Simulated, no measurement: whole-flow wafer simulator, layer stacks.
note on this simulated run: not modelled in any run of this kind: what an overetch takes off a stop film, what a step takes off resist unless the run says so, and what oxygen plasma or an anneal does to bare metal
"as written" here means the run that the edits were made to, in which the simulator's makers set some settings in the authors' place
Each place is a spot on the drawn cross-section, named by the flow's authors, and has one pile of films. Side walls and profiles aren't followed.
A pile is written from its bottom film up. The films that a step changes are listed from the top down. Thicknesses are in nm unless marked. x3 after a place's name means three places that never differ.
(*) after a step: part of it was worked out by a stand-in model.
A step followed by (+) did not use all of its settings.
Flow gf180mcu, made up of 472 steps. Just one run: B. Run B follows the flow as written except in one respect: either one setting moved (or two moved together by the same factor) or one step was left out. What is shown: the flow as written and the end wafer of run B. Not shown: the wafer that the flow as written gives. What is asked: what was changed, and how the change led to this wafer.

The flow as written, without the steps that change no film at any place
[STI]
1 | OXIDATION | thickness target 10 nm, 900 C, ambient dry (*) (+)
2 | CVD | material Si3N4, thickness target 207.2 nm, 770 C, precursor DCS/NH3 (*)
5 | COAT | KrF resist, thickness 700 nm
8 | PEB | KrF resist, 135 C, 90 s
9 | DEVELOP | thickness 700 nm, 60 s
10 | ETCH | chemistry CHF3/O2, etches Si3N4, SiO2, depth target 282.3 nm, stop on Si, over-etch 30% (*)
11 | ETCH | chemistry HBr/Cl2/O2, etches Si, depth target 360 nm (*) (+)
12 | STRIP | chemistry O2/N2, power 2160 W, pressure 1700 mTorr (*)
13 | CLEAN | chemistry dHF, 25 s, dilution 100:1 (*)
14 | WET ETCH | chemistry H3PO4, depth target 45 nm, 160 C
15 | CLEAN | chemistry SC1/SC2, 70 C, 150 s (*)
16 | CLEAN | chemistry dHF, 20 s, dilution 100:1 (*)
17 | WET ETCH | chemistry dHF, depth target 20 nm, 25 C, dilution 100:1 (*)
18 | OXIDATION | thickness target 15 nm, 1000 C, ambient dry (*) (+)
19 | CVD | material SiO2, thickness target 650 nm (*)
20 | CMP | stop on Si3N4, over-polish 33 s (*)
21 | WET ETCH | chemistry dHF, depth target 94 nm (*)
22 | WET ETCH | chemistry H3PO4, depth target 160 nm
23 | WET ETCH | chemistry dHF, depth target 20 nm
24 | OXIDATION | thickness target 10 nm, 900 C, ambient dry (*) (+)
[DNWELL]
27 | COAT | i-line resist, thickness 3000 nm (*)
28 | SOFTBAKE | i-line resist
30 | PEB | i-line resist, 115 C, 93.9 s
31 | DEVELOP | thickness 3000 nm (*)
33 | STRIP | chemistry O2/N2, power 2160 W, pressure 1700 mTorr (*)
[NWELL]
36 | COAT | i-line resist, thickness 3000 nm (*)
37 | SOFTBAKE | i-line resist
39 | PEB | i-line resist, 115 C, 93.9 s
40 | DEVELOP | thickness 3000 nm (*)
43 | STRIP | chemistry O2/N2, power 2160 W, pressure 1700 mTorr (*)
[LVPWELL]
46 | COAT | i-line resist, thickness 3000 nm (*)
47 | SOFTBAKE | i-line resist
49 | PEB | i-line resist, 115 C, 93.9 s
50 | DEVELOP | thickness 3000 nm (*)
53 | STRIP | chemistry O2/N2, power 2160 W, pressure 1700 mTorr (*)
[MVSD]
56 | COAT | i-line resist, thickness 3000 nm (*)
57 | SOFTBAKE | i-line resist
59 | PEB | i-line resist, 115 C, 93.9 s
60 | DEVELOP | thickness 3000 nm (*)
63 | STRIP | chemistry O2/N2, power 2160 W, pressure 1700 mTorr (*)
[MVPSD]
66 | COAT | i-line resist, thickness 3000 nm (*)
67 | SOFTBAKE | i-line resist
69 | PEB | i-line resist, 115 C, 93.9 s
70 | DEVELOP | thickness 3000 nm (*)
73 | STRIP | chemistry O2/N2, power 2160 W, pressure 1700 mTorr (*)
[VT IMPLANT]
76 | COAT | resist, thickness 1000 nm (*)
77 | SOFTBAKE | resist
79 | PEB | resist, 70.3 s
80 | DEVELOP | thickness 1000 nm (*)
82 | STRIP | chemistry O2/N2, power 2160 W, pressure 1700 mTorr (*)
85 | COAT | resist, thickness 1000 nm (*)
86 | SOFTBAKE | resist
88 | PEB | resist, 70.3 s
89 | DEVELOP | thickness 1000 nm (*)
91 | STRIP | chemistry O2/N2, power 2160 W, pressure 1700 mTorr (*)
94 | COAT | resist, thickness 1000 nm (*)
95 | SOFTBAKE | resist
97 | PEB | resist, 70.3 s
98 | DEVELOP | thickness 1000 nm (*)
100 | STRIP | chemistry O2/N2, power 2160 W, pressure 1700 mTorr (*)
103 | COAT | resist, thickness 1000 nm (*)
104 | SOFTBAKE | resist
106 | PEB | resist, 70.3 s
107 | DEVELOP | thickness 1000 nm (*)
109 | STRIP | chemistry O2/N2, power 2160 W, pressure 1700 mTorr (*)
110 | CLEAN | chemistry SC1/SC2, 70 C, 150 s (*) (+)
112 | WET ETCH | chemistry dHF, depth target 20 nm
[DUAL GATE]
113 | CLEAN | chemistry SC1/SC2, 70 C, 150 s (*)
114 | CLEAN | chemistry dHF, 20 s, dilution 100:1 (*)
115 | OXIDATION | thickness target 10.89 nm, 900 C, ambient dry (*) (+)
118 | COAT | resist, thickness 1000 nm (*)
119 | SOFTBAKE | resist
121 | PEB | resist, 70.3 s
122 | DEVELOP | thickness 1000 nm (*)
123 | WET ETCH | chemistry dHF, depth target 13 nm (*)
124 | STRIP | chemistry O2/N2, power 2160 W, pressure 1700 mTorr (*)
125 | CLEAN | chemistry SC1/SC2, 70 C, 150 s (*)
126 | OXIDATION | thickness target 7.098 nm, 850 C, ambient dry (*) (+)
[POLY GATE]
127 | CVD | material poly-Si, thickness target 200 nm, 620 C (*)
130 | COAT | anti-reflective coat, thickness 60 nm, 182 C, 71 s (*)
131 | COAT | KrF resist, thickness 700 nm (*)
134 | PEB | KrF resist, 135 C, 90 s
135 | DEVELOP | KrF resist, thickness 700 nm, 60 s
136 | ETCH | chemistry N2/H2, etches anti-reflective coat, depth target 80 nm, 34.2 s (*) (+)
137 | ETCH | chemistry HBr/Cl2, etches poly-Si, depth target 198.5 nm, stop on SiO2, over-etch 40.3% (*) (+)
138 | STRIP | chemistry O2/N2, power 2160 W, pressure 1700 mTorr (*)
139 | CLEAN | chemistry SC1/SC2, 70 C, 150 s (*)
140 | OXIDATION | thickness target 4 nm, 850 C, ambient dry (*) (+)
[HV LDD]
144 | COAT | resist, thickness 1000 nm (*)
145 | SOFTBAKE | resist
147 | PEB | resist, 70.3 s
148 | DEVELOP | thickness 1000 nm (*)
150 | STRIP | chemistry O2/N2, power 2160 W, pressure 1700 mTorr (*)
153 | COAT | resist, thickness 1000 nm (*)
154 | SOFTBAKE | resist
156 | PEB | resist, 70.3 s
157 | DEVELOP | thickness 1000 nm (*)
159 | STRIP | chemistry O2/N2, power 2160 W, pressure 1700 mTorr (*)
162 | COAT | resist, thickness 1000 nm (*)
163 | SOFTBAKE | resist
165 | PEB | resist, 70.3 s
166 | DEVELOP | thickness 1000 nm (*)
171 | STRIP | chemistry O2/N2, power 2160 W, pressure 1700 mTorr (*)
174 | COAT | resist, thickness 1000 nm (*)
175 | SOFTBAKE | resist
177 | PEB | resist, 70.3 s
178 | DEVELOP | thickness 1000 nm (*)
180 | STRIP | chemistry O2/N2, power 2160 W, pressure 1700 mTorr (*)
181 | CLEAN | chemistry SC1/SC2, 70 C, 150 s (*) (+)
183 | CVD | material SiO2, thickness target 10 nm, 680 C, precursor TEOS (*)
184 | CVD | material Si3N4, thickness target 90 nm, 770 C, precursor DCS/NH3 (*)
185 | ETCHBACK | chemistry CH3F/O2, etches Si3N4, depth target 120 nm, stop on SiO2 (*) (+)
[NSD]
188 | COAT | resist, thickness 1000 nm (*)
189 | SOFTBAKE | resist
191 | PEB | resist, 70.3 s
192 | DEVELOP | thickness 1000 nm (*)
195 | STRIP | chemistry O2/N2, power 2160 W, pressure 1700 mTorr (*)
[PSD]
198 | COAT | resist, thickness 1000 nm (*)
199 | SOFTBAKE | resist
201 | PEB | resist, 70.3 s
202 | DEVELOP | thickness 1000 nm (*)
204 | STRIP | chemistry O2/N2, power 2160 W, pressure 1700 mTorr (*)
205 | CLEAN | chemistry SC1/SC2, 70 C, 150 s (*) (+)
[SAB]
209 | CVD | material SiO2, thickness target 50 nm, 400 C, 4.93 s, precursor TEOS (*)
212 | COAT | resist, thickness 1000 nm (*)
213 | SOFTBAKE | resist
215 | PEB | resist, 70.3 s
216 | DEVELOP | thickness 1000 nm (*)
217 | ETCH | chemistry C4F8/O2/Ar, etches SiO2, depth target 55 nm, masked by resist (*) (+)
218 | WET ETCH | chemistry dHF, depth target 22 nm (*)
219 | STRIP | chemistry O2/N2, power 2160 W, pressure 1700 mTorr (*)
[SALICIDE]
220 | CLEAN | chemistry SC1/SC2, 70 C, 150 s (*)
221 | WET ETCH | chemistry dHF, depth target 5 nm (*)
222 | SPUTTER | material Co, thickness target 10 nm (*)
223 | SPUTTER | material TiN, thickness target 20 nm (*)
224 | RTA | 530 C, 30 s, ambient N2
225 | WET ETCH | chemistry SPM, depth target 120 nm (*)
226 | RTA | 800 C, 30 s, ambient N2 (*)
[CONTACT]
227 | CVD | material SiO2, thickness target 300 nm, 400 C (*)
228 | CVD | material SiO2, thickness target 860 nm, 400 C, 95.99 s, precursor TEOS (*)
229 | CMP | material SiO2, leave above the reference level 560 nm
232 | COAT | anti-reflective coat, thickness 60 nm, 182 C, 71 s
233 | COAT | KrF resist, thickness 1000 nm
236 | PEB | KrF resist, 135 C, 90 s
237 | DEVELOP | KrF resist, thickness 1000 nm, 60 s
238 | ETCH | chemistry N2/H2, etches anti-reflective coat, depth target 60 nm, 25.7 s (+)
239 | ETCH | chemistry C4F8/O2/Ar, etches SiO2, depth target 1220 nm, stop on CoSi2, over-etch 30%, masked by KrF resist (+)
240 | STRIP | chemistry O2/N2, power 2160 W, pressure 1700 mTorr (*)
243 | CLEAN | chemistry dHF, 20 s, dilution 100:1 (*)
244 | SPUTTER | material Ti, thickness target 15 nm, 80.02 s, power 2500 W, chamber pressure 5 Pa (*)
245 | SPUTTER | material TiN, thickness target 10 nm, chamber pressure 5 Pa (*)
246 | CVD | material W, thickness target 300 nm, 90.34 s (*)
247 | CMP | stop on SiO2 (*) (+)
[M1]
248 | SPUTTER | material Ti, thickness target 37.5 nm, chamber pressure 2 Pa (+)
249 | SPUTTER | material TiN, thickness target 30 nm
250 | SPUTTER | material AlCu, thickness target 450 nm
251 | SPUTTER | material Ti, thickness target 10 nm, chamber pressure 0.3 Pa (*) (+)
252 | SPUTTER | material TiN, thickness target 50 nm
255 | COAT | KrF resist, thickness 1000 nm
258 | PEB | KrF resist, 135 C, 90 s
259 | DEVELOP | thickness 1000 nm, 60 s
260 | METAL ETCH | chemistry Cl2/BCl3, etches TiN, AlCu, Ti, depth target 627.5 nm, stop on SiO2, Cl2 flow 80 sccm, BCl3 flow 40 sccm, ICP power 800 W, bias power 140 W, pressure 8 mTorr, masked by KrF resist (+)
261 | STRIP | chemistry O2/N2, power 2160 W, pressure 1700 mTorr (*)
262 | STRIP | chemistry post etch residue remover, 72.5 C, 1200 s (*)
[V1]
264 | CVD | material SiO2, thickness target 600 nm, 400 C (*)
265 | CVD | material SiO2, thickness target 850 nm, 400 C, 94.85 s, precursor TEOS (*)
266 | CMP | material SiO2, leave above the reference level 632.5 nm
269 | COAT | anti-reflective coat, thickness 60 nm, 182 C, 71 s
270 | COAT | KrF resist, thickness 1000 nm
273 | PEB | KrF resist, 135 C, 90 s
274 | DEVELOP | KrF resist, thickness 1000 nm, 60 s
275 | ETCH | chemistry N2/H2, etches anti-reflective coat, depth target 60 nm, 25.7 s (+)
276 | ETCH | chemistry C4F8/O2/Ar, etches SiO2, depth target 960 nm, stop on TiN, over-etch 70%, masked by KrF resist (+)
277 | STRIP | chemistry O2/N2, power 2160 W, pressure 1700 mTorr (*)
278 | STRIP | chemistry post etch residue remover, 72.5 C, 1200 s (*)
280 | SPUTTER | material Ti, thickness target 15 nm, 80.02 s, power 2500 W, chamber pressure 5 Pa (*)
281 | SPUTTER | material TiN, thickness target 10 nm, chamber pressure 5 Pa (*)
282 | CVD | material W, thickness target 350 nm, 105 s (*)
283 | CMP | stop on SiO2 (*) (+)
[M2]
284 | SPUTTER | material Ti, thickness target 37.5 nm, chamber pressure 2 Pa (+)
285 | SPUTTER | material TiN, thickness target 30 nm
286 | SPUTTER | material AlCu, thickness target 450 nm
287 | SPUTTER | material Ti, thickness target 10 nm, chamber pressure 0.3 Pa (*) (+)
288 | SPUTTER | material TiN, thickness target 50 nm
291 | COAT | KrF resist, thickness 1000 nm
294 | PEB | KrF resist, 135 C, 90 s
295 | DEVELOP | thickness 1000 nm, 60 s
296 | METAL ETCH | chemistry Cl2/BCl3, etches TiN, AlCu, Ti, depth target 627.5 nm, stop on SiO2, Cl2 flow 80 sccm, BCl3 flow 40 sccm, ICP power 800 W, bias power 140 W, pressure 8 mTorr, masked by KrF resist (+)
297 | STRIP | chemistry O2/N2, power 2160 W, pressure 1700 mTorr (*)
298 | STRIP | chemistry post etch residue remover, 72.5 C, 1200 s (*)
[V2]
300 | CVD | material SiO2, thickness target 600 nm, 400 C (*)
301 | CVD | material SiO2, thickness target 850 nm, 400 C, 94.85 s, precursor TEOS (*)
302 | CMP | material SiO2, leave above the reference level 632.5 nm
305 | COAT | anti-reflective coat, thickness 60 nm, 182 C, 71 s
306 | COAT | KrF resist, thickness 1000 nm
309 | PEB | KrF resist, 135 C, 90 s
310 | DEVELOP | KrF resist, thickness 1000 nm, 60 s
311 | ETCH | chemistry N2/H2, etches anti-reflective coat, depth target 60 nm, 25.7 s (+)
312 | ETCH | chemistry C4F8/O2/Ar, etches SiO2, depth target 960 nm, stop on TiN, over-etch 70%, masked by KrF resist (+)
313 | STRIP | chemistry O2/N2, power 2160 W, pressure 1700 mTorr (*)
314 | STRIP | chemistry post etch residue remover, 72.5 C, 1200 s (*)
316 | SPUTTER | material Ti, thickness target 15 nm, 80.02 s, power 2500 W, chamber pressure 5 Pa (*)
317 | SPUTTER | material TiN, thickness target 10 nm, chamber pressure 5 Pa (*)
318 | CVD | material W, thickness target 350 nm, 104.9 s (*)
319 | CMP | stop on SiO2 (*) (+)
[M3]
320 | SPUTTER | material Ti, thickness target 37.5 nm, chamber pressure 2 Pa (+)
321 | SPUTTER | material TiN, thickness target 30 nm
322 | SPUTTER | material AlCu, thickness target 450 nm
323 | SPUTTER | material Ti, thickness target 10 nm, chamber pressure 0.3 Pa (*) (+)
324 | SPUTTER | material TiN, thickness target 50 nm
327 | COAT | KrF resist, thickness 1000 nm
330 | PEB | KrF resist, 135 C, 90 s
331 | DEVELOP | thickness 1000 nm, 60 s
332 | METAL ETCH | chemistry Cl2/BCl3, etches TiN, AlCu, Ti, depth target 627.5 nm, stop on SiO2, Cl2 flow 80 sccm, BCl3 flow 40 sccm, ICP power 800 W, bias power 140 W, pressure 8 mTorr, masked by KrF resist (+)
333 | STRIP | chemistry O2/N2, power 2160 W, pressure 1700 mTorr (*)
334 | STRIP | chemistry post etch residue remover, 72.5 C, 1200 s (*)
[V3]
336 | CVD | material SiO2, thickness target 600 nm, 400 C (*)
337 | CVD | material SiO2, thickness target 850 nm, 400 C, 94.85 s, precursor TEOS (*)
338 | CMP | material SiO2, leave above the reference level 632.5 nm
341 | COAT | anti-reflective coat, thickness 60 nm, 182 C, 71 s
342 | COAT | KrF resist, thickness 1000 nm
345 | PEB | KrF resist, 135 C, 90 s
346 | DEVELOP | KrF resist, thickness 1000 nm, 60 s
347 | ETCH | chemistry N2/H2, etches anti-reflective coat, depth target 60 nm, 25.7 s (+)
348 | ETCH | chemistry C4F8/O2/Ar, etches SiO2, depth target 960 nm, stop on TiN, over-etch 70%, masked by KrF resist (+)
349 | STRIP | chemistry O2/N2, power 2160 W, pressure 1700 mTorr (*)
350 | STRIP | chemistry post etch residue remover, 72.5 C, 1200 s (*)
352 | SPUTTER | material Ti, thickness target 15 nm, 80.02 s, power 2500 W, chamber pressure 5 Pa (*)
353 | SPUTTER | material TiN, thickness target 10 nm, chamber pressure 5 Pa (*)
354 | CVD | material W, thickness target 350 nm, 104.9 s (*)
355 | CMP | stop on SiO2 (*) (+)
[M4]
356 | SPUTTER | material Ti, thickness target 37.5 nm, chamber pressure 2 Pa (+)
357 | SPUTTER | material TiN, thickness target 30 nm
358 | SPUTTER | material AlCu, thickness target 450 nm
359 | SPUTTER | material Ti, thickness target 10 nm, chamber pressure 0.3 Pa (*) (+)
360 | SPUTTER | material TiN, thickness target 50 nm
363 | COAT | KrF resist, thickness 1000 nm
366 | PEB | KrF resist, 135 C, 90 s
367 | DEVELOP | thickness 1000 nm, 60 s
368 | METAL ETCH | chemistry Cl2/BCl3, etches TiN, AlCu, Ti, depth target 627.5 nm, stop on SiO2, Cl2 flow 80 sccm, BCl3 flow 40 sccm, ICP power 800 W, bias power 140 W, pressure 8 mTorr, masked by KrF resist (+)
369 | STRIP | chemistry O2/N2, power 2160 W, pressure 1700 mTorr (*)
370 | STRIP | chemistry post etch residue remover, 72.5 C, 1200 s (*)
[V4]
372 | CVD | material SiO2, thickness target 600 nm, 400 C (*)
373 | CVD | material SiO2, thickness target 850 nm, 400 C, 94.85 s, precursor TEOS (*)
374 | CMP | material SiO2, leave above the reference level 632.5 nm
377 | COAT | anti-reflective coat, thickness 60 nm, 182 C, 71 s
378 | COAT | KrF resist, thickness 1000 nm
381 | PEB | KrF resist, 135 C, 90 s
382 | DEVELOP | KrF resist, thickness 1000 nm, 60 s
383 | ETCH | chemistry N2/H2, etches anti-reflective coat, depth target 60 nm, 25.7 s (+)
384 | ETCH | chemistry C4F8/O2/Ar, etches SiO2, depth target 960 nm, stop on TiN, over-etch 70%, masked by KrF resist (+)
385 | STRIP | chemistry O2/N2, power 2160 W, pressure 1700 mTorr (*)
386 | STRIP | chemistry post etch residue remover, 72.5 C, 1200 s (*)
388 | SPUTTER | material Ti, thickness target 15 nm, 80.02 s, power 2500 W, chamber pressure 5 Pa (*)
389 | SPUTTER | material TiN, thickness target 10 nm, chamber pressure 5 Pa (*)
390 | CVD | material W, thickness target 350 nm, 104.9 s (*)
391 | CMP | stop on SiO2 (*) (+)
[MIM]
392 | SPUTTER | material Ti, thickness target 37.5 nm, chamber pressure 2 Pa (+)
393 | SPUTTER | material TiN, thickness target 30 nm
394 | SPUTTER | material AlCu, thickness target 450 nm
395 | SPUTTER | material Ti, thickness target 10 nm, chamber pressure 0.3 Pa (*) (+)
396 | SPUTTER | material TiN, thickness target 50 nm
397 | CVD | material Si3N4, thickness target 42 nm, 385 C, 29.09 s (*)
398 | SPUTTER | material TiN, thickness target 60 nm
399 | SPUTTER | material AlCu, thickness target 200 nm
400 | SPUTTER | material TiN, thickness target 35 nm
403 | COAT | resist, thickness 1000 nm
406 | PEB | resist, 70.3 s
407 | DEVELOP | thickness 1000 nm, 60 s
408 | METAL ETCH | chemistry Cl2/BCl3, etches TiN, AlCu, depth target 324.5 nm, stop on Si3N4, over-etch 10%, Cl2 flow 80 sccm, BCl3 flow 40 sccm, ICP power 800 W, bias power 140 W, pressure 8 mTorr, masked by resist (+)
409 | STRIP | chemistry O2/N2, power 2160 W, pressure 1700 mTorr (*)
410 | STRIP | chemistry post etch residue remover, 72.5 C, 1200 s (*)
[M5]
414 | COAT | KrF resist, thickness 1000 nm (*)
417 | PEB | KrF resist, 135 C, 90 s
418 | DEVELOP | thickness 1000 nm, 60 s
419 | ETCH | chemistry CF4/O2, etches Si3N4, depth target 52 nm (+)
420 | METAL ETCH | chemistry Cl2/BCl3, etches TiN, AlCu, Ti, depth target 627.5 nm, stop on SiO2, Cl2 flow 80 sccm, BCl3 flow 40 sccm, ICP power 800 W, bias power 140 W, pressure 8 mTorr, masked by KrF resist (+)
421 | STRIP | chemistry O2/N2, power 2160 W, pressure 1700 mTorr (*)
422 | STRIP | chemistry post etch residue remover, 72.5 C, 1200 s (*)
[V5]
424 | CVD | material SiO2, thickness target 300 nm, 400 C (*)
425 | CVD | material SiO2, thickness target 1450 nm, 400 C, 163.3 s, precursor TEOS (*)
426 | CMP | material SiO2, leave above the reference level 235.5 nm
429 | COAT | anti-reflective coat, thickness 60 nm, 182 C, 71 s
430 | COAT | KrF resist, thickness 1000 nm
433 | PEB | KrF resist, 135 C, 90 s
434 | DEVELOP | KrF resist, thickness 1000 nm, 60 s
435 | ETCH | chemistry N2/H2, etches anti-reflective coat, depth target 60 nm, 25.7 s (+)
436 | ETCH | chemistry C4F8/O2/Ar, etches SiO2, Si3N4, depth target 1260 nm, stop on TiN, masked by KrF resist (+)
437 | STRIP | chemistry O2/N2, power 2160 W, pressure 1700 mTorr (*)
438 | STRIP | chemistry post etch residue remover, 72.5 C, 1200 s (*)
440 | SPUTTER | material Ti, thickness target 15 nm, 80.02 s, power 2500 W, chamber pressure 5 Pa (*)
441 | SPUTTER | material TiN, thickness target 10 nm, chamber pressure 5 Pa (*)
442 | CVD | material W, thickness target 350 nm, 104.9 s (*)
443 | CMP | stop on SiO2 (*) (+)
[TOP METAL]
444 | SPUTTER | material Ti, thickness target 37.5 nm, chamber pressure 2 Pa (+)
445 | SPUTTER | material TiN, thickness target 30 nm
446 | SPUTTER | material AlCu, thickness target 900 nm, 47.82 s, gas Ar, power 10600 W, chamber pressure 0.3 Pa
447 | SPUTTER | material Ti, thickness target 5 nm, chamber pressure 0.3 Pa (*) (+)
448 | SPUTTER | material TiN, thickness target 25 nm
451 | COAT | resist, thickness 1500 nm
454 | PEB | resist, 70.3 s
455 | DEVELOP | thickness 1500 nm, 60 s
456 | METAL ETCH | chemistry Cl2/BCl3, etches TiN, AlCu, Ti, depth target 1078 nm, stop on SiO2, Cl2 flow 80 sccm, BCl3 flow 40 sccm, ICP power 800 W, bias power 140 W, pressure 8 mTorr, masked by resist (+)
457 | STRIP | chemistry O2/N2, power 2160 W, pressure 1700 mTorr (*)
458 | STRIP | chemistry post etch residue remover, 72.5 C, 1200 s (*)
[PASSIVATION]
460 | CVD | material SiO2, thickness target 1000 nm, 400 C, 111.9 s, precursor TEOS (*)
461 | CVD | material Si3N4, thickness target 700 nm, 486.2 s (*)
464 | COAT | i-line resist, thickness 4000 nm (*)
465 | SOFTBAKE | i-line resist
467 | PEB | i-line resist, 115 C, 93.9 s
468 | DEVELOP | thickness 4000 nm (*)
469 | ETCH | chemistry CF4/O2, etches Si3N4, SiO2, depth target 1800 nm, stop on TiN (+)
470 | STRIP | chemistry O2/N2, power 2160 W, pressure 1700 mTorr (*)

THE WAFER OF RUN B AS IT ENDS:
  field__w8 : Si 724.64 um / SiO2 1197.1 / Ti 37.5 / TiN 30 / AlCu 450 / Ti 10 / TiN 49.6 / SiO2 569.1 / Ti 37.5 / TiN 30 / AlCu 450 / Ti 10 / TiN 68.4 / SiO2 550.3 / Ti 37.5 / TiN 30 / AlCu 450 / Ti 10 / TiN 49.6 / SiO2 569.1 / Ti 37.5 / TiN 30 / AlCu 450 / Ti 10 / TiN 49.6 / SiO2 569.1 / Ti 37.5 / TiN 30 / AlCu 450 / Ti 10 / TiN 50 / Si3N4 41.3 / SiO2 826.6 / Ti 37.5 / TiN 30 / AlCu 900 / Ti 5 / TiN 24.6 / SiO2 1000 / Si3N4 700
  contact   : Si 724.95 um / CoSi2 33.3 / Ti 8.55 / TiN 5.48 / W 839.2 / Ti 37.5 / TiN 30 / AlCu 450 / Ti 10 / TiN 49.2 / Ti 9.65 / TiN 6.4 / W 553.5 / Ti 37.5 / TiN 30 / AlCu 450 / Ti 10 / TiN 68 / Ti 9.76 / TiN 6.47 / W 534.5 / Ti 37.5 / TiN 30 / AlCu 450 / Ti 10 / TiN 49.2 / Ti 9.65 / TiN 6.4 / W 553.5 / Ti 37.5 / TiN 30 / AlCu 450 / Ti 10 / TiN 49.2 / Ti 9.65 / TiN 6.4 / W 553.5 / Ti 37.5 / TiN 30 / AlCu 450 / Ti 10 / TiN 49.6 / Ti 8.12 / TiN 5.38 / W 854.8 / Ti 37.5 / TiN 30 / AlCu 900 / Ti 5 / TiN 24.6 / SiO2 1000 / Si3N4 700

The reason: step 288, SPUTTER: thickness target 68.8 nm was run, whereas the flow has thickness target 50 nm.

Step by step, how the change led to this:
  288 | SPUTTER | material TiN, thickness target 50 nm
      field, field__w1, field__w2 and 108 more: TiN gains 68.8 (new film) (as written it would have been: TiN gains 50 (new film))
  296 | METAL ETCH | chemistry Cl2/BCl3, etches TiN, AlCu, Ti, depth target 627.5 nm, stop on SiO2, Cl2 flow 80 sccm, BCl3 flow 40 sccm, ICP power 800 W, bias power 140 W, pressure 8 mTorr, masked by KrF resist (+)
      field, field__w1, field__w2 and 103 more: TiN loses 68.8 (all of it), Ti loses 10 (all of it), AlCu loses 450 (all of it), TiN loses 30 (all of it), Ti loses 37.5 (all of it) (as written it would have been: TiN loses 50 (all of it), Ti loses 10 (all of it), AlCu loses 450 (all of it), TiN loses 30 (all of it), Ti loses 37.5 (all of it))
  302 | CMP | material SiO2, leave above the reference level 632.5 nm
      field__w8, contact, m1, m1__w1, m1_nw: SiO2 loses 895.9 (as written it would have been: SiO2 loses 877.1)
  312 | ETCH | chemistry C4F8/O2/Ar, etches SiO2, depth target 960 nm, stop on TiN, over-etch 70%, masked by KrF resist (+)
      contact: SiO2 loses 553.7 (all of it) (as written it would have been: SiO2 loses 572.5 (all of it))
  318 | CVD | material W, thickness target 350 nm, 104.9 s (*)
      contact: W gains 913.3 (new film) (as written it would have been: W gains 932.3 (new film))
